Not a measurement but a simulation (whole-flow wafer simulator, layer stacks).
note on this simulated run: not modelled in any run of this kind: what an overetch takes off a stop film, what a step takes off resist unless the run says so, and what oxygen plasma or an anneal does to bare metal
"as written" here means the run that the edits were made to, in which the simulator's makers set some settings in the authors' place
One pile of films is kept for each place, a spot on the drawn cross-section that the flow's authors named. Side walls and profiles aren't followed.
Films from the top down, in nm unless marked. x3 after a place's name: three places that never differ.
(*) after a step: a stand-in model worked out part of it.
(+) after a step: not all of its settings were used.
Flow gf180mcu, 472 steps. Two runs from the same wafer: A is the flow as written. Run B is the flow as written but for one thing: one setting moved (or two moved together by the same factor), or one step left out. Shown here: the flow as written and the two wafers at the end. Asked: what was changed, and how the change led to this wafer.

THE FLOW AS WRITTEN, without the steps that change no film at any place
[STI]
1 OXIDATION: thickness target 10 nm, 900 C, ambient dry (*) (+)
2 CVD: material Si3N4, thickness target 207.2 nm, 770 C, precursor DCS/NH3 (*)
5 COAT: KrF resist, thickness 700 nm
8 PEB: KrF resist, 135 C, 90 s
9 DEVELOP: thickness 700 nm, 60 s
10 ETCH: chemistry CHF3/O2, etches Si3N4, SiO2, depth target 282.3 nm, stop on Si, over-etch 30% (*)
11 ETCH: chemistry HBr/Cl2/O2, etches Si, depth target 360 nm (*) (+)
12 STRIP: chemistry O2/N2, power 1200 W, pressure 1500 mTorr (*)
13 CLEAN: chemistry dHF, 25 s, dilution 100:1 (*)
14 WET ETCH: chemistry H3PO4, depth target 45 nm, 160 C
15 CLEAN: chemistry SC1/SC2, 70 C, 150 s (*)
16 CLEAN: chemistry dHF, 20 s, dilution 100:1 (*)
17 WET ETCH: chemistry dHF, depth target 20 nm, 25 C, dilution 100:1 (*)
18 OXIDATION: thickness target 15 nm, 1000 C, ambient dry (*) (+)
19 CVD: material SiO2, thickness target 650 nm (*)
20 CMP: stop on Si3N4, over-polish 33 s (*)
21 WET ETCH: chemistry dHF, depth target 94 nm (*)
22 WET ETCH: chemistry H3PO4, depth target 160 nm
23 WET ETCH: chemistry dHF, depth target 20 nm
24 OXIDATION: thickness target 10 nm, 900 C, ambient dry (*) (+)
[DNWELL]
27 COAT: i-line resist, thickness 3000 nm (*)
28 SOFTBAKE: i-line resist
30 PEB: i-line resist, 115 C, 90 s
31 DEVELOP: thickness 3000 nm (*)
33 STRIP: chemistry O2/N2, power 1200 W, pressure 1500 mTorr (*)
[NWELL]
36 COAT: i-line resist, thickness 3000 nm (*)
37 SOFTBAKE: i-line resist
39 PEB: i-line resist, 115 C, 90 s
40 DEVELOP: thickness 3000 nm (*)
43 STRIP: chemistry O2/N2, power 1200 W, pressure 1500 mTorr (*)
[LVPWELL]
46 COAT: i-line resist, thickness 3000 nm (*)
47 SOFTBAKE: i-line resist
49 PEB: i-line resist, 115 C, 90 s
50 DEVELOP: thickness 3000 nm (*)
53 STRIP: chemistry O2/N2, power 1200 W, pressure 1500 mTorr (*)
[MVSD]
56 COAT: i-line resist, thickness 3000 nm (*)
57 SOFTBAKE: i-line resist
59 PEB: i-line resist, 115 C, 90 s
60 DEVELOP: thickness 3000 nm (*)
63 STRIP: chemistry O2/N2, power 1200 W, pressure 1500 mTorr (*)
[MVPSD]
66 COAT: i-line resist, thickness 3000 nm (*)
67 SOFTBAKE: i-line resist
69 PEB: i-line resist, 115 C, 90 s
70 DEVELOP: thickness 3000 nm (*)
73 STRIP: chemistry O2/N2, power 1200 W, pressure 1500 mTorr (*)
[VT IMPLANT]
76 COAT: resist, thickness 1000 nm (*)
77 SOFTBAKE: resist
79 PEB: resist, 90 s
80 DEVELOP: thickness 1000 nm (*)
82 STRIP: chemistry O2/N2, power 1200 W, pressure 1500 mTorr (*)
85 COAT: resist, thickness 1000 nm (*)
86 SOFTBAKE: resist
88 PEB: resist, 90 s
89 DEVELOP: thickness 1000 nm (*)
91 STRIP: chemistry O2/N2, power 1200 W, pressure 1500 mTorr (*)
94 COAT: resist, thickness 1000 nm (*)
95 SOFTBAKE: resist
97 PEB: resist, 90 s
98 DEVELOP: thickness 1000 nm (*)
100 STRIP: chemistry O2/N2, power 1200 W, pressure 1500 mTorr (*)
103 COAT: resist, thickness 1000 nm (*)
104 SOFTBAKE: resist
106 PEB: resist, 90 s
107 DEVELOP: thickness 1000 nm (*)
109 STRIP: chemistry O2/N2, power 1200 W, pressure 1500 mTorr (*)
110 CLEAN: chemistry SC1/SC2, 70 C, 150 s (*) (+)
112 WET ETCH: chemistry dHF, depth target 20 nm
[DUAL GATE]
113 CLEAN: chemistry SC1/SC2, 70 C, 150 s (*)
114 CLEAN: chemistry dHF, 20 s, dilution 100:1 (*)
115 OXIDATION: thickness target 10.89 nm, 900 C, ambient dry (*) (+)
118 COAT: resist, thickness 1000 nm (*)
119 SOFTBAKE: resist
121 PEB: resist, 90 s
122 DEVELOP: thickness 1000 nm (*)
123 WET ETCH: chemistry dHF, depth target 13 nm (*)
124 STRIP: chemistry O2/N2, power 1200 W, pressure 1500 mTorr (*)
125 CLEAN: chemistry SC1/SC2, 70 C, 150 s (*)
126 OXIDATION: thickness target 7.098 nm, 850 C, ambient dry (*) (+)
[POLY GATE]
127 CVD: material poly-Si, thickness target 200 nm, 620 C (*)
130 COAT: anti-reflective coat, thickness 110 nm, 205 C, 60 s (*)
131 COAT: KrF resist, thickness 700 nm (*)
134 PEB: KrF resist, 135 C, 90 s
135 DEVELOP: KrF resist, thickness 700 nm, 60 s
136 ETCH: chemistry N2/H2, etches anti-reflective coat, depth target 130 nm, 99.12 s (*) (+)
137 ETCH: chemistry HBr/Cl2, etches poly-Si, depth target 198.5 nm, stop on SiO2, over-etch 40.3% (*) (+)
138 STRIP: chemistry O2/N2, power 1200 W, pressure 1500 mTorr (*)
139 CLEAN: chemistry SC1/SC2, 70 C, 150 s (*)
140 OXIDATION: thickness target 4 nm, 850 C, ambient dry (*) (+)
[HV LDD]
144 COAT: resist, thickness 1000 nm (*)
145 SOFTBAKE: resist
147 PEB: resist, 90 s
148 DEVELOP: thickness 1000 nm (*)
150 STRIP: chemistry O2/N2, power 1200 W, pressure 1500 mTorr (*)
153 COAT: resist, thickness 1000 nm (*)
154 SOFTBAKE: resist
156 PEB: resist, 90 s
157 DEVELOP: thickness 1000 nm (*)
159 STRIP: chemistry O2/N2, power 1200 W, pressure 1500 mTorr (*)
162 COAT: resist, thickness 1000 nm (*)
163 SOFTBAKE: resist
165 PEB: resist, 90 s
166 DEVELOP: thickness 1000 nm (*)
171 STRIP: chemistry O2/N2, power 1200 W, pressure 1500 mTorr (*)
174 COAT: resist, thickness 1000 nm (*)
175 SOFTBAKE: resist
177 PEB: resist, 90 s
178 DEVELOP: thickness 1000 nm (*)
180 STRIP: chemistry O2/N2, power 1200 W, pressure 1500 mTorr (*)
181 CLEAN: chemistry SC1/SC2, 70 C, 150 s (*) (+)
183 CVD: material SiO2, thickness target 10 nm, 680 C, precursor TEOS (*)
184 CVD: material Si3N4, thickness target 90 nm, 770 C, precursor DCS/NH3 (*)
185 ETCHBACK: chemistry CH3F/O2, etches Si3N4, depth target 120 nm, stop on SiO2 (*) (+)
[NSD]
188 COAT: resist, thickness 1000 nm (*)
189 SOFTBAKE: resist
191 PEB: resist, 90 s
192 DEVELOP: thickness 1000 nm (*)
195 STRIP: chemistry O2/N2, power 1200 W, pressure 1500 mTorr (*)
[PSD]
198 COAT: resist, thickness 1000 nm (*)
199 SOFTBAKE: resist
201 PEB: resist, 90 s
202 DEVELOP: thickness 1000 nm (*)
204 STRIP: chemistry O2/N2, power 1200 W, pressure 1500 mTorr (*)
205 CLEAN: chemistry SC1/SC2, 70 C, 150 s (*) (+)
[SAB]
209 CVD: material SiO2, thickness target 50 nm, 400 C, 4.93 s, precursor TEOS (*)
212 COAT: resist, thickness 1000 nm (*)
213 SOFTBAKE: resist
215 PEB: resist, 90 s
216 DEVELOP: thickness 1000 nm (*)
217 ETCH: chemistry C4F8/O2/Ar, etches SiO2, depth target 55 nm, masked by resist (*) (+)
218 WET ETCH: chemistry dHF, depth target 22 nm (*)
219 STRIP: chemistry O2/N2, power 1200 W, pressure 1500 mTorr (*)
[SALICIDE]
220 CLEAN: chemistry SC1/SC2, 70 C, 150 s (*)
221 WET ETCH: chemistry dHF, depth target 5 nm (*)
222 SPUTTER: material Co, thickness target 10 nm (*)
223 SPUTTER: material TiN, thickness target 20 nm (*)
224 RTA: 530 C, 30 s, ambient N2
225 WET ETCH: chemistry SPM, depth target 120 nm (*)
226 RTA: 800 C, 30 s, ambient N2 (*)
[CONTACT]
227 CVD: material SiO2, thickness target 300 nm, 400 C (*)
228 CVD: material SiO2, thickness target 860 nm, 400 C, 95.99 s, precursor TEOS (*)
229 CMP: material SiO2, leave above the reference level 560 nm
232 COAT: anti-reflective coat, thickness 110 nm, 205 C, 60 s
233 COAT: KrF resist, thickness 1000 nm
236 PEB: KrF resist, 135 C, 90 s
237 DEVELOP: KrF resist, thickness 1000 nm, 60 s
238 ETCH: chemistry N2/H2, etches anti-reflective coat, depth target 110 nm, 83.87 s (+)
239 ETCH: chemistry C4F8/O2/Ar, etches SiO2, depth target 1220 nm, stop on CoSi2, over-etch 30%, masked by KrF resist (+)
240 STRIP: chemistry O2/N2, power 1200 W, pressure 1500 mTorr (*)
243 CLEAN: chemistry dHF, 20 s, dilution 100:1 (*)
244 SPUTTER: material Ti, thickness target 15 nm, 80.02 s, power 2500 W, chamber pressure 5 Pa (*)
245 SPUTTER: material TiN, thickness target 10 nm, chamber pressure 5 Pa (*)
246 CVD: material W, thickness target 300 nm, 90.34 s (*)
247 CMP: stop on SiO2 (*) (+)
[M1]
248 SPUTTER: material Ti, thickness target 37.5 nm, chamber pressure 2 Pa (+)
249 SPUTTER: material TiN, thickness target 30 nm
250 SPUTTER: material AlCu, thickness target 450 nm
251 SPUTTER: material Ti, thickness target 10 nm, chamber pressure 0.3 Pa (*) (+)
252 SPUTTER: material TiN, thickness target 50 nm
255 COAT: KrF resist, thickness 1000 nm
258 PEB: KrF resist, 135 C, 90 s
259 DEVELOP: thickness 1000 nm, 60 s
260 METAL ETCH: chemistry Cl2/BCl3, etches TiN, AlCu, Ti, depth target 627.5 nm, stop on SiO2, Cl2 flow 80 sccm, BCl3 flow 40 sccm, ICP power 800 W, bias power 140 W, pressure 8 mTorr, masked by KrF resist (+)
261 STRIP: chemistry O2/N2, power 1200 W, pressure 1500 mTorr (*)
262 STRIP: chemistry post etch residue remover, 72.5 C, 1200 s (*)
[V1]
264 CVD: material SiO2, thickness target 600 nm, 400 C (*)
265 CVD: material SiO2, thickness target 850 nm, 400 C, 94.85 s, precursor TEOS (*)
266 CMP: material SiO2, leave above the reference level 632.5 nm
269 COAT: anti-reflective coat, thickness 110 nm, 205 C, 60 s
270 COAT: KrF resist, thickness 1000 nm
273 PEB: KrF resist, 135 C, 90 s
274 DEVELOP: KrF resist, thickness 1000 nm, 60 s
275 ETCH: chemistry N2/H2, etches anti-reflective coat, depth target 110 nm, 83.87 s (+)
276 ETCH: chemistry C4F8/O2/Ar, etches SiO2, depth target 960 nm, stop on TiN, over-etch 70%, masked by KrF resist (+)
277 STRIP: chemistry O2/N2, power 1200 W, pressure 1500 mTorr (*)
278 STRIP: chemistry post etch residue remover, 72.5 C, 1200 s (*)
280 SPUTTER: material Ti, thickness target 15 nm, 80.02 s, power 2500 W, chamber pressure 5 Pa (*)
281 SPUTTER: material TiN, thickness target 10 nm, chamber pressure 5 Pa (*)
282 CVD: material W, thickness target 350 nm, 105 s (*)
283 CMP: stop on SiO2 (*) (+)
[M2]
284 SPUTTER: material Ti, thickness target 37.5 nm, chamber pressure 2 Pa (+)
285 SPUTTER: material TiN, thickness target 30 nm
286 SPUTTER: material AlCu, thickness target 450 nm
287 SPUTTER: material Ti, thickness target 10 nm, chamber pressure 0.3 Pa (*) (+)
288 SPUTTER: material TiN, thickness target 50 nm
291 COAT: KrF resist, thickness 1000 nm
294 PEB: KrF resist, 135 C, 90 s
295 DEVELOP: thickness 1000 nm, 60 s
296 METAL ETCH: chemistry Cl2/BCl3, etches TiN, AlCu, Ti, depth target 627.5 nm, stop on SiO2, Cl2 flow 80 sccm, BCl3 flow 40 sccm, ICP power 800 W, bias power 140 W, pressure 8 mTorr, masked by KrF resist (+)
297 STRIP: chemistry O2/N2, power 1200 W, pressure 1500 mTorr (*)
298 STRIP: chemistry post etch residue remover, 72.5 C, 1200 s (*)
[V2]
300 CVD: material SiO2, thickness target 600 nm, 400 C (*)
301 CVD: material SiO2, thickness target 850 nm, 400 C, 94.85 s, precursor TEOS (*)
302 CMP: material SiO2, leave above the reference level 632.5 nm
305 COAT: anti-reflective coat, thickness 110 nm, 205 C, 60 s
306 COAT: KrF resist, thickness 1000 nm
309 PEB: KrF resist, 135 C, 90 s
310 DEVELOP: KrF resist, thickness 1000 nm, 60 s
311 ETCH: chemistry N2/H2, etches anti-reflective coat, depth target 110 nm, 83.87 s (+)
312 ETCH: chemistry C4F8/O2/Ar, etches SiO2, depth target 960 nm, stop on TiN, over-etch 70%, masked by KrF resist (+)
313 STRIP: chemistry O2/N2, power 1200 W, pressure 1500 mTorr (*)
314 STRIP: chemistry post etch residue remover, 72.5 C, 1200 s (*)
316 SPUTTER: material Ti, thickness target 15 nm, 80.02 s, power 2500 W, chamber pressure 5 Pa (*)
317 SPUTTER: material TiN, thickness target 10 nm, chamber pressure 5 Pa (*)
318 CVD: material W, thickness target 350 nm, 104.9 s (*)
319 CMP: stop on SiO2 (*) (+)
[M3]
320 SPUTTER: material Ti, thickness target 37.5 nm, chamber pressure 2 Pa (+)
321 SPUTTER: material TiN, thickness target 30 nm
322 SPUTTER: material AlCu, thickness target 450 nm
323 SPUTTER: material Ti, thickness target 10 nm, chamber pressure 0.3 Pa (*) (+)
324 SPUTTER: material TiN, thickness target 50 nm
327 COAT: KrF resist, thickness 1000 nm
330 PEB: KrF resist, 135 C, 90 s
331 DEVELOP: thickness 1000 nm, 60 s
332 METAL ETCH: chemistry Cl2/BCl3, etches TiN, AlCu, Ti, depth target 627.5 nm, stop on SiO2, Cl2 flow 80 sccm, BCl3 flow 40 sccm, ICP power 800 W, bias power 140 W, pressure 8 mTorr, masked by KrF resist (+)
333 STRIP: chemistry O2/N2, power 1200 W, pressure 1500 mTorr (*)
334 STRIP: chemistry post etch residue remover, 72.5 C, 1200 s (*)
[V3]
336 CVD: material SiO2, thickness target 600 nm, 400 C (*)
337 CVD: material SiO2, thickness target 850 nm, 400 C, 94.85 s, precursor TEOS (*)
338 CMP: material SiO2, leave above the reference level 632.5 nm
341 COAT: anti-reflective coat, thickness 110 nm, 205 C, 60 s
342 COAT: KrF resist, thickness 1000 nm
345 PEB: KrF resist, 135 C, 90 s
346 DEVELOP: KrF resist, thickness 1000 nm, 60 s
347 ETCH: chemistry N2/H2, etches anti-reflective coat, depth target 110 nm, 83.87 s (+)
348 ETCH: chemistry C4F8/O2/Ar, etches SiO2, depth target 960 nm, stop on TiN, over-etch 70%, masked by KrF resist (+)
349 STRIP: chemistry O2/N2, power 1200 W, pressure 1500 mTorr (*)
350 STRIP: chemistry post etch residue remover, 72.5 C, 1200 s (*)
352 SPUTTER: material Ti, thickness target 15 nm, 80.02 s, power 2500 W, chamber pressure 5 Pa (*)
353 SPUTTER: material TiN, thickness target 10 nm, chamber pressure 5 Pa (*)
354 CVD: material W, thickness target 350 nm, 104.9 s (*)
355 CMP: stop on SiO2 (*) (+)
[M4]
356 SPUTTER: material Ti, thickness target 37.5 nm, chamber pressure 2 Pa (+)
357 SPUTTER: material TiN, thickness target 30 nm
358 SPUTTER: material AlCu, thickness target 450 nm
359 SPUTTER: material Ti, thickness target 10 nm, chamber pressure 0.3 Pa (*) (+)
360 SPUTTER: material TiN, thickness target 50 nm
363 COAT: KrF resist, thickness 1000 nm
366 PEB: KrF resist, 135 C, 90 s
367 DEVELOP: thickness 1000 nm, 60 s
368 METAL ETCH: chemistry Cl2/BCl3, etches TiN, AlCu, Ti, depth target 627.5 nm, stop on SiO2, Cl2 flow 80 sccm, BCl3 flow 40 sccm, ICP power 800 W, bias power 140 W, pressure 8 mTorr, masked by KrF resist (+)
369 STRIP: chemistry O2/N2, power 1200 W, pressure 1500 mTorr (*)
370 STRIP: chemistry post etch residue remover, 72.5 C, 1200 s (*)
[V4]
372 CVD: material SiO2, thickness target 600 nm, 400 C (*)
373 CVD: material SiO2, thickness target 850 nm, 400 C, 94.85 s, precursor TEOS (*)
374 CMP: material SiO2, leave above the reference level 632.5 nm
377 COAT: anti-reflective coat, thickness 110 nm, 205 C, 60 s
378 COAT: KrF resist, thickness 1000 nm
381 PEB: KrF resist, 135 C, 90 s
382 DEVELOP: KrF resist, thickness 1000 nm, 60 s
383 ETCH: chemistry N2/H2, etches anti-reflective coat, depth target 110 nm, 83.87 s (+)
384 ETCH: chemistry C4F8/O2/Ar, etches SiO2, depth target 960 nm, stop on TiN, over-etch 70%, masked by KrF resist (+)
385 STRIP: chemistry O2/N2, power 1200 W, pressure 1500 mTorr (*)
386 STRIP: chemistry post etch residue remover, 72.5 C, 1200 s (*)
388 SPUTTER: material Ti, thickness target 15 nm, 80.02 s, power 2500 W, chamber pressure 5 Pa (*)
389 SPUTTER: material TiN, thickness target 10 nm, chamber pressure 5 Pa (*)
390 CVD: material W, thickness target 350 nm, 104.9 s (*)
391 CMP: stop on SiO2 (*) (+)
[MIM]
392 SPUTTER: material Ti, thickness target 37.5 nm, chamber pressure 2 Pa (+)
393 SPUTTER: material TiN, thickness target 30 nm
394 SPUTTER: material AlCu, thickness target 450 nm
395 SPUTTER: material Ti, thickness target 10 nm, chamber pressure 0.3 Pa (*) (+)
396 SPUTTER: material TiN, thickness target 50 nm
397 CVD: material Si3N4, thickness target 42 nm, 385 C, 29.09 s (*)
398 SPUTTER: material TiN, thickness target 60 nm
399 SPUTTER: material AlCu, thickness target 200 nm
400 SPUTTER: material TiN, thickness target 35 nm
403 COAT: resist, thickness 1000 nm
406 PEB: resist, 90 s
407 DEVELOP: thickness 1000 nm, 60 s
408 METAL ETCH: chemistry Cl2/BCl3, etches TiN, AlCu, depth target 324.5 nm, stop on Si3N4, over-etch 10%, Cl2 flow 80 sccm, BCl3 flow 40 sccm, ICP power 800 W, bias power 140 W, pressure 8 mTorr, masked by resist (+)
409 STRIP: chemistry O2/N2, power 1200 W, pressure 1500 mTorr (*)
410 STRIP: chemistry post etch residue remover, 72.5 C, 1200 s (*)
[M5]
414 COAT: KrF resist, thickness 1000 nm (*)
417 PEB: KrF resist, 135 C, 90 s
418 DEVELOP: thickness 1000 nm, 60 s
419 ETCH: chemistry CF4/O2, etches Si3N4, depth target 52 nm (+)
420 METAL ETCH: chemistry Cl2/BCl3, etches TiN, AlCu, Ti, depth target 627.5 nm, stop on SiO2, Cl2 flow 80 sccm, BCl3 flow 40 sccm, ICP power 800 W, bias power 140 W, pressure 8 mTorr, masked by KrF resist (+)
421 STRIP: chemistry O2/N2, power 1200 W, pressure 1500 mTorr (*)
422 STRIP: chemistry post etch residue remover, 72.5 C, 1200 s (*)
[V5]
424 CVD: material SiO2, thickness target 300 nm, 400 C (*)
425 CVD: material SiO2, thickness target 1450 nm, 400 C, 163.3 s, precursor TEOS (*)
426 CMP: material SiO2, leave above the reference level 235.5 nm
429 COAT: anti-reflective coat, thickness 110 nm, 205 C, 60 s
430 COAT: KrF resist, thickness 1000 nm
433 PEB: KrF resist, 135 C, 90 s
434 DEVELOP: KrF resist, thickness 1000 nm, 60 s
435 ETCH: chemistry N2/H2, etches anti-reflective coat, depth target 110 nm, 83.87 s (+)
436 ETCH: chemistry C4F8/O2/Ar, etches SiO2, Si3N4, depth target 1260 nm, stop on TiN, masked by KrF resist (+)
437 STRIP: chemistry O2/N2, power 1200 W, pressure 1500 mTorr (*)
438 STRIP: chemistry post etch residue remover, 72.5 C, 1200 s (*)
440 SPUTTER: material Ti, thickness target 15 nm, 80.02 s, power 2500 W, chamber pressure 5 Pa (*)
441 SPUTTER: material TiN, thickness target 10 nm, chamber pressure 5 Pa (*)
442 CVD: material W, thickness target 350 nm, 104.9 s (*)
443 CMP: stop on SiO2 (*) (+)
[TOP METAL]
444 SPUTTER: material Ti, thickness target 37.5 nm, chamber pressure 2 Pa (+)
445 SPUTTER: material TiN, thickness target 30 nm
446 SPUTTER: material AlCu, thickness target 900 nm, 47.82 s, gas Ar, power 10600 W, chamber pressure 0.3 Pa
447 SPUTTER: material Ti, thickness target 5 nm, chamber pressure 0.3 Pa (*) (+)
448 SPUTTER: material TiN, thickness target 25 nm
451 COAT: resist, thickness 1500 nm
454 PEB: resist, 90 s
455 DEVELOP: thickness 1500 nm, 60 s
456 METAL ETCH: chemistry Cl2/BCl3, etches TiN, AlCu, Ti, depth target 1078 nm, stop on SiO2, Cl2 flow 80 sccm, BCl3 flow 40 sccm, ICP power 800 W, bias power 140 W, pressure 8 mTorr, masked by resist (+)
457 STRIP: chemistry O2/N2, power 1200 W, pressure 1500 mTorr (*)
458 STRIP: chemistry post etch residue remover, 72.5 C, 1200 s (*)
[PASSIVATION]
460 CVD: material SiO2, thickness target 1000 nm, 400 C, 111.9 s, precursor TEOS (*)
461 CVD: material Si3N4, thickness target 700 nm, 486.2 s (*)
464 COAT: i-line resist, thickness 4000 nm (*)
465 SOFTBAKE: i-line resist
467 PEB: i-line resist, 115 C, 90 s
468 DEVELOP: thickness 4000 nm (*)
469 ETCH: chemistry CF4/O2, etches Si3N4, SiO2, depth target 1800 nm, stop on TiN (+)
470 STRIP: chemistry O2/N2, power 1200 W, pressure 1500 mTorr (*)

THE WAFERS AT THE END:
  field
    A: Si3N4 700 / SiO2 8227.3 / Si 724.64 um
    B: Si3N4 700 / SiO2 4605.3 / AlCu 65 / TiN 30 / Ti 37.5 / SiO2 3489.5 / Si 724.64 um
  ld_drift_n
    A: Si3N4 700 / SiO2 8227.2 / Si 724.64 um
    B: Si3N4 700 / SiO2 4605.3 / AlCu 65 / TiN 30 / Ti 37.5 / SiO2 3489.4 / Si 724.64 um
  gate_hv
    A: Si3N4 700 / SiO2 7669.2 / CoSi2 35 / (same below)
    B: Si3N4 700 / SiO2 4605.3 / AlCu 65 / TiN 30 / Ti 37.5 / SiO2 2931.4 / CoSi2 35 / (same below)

The cause: step 332, METAL ETCH: depth target 439.3 nm was run, where the flow has depth target 627.5 nm.

How the change led to this, step by step:
  332 METAL ETCH: chemistry Cl2/BCl3, etches TiN, AlCu, Ti, depth target 627.5 nm, stop on SiO2, Cl2 flow 80 sccm, BCl3 flow 40 sccm, ICP power 800 W, bias power 140 W, pressure 8 mTorr, masked by KrF resist (+)
      field, field__w1, field__w2 and 103 more: A TiN -50 (all of it), Ti -10 (all of it), AlCu -450 (all of it), TiN -30 (all of it), Ti -37.5 (all of it) | B TiN -50 (all of it), Ti -10 (all of it), AlCu -379.3
      field__w8, contact, m1, m1__w1, m1_nw: A KrF resist -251 | B KrF resist -175.7
  333 STRIP: chemistry O2/N2, power 1200 W, pressure 1500 mTorr (*)
      field__w8, contact, m1, m1__w1, m1_nw: A KrF resist -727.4 (all of it) | B KrF resist -802.7 (all of it)
  334 STRIP: chemistry post etch residue remover, 72.5 C, 1200 s (*)
      field, field__w1, field__w2 and 103 more: A nothing | B AlCu -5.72
  336 CVD: material SiO2, thickness target 600 nm, 400 C (*)
      field, field__w1, field__w2 and 103 more: A SiO2 +600 | B SiO2 +600 (new film)
  338 CMP: material SiO2, leave above the reference level 632.5 nm
      field, field__w1, field__w2 and 103 more: A SiO2 -300 | B SiO2 -432.5
Counting metal films that touch as one body, field has 1 body; the flow as written gives 0 bodies.
Counting metal films that touch as one body, ld_drift_n has 1 body; the flow as written gives 0 bodies.
Counting metal films that touch as one body, gate_hv has 2 bodies (between them, from the top down: SiO2 2931.4); the flow as written gives 1 body.
